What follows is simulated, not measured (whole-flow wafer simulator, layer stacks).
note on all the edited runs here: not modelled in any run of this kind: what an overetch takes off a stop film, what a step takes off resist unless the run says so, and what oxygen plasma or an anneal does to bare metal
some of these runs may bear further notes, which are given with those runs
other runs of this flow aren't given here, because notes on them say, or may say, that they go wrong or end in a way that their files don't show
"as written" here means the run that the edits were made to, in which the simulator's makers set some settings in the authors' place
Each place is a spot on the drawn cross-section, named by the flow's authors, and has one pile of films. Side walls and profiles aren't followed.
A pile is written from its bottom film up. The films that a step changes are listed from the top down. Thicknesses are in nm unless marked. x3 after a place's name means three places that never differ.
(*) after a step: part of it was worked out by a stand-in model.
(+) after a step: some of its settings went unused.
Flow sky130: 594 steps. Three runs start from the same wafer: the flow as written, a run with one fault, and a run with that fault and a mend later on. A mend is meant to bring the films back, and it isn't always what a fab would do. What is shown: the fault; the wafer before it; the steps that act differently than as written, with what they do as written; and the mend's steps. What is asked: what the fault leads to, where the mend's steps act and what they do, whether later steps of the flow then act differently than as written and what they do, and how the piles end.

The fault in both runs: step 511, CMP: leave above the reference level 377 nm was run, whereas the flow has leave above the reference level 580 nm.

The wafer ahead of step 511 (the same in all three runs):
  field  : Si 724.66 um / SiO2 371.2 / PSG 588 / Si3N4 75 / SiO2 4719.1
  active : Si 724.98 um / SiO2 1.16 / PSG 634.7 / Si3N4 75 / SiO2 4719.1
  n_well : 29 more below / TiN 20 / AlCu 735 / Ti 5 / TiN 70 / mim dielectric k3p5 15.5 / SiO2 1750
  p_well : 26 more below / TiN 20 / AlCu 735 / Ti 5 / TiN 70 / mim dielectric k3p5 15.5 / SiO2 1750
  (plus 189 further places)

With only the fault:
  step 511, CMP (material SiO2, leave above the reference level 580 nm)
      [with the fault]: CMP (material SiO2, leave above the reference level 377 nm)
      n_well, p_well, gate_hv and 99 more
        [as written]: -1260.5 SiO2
        [with the fault]: -1463.5 SiO2
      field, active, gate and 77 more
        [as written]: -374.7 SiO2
        [with the fault]: -577.7 SiO2
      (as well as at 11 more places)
  Steps further on in the flow that do not act as written:
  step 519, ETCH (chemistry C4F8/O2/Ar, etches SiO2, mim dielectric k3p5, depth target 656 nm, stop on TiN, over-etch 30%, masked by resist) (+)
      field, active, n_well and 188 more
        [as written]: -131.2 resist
        [with the fault]: -78.7 resist
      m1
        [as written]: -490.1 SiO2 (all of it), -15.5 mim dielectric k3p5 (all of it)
        [with the fault]: -287.1 SiO2 (all of it), -15.5 mim dielectric k3p5 (all of it)
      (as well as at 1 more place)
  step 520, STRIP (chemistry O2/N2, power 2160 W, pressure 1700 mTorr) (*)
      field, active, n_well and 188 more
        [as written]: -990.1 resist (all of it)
        [with the fault]: -1042.6 resist (all of it)
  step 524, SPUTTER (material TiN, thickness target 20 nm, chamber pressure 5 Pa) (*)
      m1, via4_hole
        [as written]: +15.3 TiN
        [with the fault]: +16.8 TiN
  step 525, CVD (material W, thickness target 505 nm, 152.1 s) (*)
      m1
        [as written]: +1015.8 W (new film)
        [with the fault]: +614.5 W (new film)
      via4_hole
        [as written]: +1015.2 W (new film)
        [with the fault]: +615.6 W (new film)
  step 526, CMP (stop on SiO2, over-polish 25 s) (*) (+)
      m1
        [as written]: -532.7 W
        [with the fault]: -335.9 W
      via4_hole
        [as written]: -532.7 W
        [with the fault]: -337.7 W
  At field, active, n_well and 190 more, the piles at the end differ from the flow's by more than 2% or 0.5 nm, whichever is larger.
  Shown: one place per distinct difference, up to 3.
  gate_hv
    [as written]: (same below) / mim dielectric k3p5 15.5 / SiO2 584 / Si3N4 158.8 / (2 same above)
    [with the fault]: (same below) / mim dielectric k3p5 15.5 / SiO2 381 / Si3N4 158.8 / (2 same above)
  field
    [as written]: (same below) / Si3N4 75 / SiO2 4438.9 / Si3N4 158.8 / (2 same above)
    [with the fault]: (same below) / Si3N4 75 / SiO2 4235.9 / Si3N4 158.8 / (2 same above)
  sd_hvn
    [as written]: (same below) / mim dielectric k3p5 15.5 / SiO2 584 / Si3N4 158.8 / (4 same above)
    [with the fault]: (same below) / mim dielectric k3p5 15.5 / SiO2 381 / Si3N4 158.8 / (4 same above)

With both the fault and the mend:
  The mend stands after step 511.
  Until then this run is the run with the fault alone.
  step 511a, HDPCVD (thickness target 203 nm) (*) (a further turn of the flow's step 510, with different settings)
      field, active, n_well and 190 more
        +203 SiO2
  None of the later steps of the flow acts differently than as written at any place that is followed.
  The piles end the same as the flow's at every place that both follow.
